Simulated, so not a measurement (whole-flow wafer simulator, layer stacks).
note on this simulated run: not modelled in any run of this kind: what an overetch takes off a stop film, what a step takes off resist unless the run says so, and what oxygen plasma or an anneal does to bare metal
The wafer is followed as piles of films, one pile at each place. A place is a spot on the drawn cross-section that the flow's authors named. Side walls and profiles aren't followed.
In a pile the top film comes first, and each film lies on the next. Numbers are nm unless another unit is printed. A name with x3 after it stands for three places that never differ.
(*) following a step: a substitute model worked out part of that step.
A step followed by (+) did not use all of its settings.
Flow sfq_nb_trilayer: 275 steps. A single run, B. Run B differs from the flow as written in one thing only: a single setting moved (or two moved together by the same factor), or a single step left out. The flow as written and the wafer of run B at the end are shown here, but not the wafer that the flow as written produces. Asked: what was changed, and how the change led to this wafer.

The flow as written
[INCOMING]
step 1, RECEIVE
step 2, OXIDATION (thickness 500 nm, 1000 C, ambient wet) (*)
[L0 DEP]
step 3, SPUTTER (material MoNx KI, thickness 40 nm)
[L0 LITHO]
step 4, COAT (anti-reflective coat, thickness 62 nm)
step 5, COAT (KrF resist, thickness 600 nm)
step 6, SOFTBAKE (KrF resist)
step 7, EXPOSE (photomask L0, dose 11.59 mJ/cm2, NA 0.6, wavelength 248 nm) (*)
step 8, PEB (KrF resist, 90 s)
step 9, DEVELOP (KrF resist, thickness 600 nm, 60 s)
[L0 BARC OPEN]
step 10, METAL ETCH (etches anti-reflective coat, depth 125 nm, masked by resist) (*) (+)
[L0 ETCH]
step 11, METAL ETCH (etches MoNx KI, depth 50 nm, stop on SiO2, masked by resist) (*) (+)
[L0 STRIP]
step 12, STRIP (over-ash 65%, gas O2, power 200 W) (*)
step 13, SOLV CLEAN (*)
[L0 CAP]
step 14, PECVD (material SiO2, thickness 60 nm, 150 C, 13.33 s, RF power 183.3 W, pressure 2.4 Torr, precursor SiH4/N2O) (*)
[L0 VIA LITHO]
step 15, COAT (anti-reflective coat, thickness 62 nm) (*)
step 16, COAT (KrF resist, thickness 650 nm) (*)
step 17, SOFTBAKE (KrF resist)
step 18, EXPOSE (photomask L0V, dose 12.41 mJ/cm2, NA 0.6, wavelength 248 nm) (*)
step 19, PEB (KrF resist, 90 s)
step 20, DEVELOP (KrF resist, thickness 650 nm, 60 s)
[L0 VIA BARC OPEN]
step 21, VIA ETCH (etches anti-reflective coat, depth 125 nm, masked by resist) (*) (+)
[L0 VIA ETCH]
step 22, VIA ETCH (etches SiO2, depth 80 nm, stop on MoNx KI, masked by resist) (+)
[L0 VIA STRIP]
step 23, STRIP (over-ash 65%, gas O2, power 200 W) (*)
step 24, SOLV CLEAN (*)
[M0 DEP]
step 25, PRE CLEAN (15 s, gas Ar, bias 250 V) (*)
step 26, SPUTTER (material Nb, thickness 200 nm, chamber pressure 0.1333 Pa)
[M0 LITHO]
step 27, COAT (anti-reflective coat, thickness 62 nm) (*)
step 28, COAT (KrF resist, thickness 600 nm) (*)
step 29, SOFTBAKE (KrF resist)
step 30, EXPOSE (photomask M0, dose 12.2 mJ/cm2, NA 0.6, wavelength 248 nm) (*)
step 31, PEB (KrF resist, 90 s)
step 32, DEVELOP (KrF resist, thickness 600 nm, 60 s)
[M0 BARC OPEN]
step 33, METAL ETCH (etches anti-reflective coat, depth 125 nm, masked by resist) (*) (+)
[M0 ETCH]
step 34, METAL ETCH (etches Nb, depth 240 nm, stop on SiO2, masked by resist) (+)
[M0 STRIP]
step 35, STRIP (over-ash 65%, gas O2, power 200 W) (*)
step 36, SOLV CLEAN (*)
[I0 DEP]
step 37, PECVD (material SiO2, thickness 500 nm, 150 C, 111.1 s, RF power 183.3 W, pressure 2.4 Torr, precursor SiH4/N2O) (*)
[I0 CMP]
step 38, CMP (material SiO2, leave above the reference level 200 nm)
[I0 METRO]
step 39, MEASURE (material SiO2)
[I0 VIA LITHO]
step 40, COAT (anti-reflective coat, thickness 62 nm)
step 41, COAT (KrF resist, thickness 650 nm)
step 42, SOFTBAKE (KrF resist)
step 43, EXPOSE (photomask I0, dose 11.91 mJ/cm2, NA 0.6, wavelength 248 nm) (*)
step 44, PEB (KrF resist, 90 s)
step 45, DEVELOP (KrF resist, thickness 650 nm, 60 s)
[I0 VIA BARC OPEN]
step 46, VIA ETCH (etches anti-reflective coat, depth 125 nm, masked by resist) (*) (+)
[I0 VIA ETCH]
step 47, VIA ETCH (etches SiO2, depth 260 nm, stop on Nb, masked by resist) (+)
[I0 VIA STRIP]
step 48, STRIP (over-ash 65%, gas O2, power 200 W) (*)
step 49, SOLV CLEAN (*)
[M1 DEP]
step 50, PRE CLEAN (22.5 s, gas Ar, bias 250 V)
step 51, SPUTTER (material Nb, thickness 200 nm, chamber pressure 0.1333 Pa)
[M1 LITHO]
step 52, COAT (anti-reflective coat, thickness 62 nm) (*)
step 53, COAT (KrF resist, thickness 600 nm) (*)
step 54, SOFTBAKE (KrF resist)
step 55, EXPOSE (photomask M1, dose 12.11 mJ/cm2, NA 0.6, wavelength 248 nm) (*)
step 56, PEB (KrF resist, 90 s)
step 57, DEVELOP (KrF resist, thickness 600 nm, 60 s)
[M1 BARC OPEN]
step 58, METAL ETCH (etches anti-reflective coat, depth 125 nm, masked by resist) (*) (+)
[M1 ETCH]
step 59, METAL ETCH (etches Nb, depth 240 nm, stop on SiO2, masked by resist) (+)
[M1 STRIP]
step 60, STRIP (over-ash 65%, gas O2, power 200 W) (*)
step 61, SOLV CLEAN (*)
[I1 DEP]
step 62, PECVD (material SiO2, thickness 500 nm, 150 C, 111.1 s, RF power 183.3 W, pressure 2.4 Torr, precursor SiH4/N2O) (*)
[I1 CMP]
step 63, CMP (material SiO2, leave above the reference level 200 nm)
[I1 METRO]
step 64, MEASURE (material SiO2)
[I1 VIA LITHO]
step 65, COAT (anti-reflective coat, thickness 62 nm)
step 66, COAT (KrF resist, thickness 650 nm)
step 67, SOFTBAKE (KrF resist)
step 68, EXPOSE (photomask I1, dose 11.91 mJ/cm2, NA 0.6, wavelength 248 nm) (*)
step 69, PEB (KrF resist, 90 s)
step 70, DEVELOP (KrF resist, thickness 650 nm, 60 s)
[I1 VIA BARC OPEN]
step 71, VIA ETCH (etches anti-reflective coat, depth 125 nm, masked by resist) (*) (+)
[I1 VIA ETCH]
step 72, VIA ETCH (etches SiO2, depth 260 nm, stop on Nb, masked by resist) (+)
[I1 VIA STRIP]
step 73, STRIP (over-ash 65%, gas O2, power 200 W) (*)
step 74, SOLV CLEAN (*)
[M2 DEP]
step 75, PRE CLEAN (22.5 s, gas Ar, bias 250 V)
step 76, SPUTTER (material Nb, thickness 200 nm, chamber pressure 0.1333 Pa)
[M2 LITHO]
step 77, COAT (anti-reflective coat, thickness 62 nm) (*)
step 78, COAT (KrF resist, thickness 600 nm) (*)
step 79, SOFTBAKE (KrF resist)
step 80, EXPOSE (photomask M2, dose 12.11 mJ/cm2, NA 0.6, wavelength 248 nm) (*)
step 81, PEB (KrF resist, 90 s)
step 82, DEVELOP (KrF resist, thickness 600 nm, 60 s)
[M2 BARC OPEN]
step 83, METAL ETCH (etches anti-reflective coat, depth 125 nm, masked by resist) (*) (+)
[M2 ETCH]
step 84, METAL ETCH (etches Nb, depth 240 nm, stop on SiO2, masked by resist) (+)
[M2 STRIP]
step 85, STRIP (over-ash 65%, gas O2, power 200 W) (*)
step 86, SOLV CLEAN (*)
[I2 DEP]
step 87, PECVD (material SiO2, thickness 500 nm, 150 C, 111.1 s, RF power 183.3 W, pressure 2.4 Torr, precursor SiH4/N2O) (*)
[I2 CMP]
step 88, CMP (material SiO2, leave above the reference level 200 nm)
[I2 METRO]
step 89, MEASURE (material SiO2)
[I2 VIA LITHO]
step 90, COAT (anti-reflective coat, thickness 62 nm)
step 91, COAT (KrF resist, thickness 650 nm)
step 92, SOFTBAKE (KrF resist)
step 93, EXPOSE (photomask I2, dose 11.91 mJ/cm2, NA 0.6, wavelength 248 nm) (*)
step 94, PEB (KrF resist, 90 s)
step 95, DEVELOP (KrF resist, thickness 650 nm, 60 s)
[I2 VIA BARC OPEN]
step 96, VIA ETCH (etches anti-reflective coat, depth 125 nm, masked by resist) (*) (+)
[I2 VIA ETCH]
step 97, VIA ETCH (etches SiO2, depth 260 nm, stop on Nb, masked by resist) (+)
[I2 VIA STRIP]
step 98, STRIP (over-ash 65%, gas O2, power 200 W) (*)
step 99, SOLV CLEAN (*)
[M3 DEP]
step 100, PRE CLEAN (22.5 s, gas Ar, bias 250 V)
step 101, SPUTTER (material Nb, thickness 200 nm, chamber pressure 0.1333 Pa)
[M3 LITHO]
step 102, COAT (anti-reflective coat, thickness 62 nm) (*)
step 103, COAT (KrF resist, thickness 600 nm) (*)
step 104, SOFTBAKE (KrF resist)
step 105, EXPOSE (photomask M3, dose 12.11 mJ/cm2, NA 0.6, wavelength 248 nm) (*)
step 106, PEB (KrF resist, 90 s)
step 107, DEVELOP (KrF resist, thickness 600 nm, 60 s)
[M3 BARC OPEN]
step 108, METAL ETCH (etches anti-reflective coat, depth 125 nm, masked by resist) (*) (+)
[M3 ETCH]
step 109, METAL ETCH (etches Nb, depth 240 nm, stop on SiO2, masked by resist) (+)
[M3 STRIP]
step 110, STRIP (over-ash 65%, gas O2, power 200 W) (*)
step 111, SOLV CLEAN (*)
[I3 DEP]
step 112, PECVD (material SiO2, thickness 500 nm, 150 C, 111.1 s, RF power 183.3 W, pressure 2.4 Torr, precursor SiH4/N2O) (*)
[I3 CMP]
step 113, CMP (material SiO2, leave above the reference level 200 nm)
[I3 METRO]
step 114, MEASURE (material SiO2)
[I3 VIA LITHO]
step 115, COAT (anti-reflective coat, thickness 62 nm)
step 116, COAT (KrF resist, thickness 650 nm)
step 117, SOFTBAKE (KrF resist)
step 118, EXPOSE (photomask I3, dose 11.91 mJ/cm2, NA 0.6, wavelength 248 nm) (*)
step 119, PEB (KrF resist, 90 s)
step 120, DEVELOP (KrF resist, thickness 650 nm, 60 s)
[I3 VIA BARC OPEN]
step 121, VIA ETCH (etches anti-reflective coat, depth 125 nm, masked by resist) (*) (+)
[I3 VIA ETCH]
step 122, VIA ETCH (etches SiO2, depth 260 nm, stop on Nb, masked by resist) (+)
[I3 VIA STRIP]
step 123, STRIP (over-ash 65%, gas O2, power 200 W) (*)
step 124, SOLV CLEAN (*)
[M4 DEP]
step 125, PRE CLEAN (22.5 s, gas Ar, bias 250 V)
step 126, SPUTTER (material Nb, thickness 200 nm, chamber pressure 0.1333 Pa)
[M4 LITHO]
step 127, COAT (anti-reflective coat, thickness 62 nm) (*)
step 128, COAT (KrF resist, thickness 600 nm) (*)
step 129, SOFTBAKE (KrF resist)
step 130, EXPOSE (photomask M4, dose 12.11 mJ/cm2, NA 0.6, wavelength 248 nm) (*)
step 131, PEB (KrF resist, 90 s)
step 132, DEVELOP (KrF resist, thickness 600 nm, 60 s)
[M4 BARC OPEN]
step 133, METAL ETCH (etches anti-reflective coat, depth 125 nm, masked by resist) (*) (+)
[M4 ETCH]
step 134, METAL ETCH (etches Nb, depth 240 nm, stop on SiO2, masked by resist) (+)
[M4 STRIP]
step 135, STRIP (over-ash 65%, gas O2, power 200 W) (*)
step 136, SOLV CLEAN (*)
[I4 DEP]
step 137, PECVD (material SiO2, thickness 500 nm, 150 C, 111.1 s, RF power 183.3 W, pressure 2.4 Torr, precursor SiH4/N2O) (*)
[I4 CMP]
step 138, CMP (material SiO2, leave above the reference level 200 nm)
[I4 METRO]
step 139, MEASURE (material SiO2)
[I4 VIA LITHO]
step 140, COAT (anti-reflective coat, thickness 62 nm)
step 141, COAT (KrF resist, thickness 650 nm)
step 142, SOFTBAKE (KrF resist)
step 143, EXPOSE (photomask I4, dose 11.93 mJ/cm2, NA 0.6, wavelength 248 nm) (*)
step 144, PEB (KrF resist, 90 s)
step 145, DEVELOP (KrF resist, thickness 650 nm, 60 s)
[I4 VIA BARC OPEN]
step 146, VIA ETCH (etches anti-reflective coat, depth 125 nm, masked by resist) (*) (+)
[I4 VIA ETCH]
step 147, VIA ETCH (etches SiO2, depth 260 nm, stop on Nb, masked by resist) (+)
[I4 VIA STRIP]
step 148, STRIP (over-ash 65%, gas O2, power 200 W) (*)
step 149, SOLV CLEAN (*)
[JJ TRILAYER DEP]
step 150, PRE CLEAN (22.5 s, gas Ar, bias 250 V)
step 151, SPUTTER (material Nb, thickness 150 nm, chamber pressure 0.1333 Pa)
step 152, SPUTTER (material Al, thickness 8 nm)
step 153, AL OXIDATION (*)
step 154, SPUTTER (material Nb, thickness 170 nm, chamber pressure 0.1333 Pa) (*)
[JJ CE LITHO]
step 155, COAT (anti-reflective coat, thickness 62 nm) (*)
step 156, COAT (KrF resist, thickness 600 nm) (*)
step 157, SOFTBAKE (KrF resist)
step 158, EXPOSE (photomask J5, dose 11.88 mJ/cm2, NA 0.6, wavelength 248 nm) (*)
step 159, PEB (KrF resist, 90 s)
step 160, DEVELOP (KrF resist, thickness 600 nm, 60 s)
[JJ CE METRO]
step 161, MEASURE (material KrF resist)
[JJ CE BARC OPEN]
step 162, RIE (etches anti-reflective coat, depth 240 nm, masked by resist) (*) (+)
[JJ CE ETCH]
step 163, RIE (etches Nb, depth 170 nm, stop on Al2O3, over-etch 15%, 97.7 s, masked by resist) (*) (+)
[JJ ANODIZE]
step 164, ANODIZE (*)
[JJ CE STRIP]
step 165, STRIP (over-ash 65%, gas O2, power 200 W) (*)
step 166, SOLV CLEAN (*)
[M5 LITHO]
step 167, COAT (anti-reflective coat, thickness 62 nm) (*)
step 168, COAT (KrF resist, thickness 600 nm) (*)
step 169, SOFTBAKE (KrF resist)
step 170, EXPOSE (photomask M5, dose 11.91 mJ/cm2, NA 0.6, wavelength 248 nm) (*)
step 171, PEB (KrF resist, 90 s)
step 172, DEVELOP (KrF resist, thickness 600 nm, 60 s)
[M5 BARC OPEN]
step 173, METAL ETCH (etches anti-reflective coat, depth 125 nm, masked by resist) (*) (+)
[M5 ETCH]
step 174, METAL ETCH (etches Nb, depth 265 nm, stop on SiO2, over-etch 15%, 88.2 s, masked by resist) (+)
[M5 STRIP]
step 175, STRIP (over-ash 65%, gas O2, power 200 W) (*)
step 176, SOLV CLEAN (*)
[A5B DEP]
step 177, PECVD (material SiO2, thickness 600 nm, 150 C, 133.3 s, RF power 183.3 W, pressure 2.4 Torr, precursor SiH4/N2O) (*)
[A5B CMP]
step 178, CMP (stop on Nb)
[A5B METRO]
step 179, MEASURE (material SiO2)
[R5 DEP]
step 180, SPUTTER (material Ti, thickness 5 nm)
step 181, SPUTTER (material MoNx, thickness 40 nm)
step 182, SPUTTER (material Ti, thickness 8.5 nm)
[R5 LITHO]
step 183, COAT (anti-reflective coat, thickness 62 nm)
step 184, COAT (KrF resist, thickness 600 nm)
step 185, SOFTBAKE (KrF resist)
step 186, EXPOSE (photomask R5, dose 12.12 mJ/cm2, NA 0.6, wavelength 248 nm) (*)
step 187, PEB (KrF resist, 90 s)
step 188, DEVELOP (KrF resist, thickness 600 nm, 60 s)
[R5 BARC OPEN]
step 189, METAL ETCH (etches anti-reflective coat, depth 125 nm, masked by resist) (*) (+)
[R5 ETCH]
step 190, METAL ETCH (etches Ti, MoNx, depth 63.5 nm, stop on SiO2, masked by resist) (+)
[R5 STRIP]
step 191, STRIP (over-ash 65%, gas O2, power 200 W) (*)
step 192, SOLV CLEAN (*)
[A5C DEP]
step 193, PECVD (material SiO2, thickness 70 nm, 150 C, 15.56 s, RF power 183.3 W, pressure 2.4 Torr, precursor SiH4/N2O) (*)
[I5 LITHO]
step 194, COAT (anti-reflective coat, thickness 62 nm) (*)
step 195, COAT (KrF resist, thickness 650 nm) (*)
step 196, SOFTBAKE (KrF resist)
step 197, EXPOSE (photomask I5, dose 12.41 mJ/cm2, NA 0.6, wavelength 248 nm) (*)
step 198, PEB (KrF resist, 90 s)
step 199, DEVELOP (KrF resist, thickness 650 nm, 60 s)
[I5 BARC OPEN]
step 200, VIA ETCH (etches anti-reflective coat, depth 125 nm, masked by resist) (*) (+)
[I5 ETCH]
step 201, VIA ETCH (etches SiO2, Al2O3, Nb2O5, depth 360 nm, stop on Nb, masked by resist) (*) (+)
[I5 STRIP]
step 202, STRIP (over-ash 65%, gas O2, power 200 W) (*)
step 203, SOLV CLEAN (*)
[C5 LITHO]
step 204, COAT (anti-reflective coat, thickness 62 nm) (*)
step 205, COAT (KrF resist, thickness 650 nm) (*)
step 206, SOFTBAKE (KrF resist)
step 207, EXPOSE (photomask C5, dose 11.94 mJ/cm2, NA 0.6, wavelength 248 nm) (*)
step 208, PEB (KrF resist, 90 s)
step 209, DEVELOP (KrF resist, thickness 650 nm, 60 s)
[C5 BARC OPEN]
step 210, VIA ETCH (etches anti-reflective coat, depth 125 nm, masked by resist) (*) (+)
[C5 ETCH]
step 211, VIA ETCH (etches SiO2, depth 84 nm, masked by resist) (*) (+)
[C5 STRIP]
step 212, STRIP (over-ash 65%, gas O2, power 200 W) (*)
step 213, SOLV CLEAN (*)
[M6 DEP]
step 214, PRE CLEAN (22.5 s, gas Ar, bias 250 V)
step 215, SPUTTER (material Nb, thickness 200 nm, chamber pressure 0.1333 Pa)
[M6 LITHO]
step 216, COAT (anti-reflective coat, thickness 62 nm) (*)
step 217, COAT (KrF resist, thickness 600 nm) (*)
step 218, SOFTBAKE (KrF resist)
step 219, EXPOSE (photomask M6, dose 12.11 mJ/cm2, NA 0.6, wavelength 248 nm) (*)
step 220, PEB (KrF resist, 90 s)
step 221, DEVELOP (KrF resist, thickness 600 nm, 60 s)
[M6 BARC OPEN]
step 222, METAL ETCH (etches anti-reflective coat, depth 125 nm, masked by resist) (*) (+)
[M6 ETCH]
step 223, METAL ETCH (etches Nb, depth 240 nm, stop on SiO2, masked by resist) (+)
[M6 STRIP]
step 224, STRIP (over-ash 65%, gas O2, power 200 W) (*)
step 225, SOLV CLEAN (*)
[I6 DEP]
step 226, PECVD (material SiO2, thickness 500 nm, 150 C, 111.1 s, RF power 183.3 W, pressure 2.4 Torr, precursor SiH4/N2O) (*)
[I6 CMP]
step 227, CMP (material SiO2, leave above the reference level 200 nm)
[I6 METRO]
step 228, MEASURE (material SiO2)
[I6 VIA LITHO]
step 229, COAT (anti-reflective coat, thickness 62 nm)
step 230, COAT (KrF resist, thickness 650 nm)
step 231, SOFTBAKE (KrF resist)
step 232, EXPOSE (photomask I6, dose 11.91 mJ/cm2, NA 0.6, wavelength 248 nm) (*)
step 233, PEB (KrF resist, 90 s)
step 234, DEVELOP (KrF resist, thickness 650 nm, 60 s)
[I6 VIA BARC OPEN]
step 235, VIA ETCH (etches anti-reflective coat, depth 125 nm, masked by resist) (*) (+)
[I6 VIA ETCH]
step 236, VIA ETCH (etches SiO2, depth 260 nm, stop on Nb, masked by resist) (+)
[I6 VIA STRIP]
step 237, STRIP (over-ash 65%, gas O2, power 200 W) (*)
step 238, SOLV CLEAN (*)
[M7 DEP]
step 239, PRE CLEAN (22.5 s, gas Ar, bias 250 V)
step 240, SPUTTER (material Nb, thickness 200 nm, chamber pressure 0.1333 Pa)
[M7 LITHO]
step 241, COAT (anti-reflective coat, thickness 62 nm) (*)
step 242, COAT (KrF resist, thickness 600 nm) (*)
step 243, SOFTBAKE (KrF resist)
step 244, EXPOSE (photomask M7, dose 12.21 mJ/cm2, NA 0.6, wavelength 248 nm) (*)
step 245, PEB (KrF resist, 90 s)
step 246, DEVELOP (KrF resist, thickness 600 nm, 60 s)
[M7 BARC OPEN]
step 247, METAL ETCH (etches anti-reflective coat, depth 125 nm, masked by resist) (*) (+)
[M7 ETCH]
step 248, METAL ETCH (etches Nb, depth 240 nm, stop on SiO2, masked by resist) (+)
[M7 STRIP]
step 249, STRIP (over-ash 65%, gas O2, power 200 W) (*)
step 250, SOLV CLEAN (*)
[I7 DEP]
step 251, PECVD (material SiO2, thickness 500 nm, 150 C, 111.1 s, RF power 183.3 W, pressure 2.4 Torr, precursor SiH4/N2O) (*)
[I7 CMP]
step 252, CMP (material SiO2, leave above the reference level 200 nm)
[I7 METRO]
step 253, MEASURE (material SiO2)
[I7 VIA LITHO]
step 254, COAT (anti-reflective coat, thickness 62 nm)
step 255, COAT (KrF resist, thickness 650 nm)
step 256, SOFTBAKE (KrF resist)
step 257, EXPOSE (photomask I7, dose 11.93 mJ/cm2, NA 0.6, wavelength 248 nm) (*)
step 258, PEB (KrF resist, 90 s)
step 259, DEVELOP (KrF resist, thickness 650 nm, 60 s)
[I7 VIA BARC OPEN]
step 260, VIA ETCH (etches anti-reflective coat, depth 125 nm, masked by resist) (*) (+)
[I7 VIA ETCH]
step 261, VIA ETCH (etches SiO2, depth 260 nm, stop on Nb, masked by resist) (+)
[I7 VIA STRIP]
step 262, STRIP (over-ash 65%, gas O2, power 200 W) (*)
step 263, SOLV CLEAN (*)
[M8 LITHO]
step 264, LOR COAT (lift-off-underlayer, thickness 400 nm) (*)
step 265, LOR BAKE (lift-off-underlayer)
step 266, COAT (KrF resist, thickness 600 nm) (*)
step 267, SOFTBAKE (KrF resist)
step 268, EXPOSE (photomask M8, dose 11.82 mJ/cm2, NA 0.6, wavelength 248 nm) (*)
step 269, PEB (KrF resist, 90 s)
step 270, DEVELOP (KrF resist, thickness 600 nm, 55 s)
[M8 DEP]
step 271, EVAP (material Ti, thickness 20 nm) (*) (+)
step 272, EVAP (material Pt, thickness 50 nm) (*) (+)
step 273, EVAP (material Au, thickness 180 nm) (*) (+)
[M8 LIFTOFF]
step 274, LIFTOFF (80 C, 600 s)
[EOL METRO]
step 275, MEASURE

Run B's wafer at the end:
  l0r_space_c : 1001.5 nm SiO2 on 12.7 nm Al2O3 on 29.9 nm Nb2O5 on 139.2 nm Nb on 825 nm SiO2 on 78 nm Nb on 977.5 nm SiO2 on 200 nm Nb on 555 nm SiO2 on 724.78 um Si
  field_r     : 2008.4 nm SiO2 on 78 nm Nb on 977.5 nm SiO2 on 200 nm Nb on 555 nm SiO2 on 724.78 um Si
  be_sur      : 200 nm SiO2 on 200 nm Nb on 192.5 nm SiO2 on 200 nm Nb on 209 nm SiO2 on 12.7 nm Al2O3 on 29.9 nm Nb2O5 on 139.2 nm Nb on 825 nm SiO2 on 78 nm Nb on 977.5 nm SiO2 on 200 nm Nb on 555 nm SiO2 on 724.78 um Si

The reason: step 101, SPUTTER: thickness 318 nm was run, while the flow as written has thickness 200 nm.

How this came from the change, step by step:
  step 101, SPUTTER (material Nb, thickness 200 nm, chamber pressure 0.1333 Pa)
      field_l, v_sur, via_wl and 102 more: +318 Nb (new film) (as written it would have been: +200 Nb (new film))
      via_w: +265.1 Nb (as written it would have been: +165.5 Nb)
  step 102, COAT (anti-reflective coat, thickness 62 nm) (*)
      via_w: +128 anti-reflective coat (new film) (as written it would have been: +124.8 anti-reflective coat (new film))
  step 109, METAL ETCH (etches Nb, depth 240 nm, stop on SiO2, masked by resist) (+)
      field_l, be, be_sur and 72 more: -240 Nb (as written it would have been: -200 Nb (all of it))
  step 110, STRIP (over-ash 65%, gas O2, power 200 W) (*)
      via_w: -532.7 KrF resist (all of it), -128 anti-reflective coat (all of it) (as written it would have been: -520 KrF resist (all of it), -124.8 anti-reflective coat (all of it))
  step 112, PECVD (material SiO2, thickness 500 nm, 150 C, 111.1 s, RF power 183.3 W, pressure 2.4 Torr, precursor SiH4/N2O) (*)
      field_l, be, be_sur and 64 more: +500 SiO2 (new film) (as written it would have been: +500 SiO2)
      p4_g1, p4_g2, p3_s0, p3_s1, p3_s2, p3_s3, p3_s4, p3_s5: +597.1 SiO2 (new film) (as written it would have been: +557.1 SiO2)
  step 113, CMP (material SiO2, leave above the reference level 200 nm)
      field_l, be, be_sur and 64 more: -60 SiO2 (as written it would have been: -100 SiO2)
      via_w: -157.1 SiO2 (as written it would have been: -181.6 SiO2)
If metal films that touch count as one body, l0r_space_c has 3 bodies (between them, from the top down: SiO2 825; SiO2 977.5); the flow as written gives 2 bodies (between them, from the top down: SiO2 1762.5).
If metal films that touch count as one body, field_r has 2 bodies (between them, from the top down: SiO2 977.5); the flow as written gives 1 body.
If metal films that touch count as one body, be_sur has 5 bodies (between them, from the top down: SiO2 192.5; SiO2 209 / Al2O3 12.7 / Nb2O5 29.9; SiO2 825; SiO2 977.5); the flow as written gives 4 bodies (between them, from the top down: SiO2 192.5; SiO2 209 / Al2O3 12.7 / Nb2O5 29.9; SiO2 1762.5).
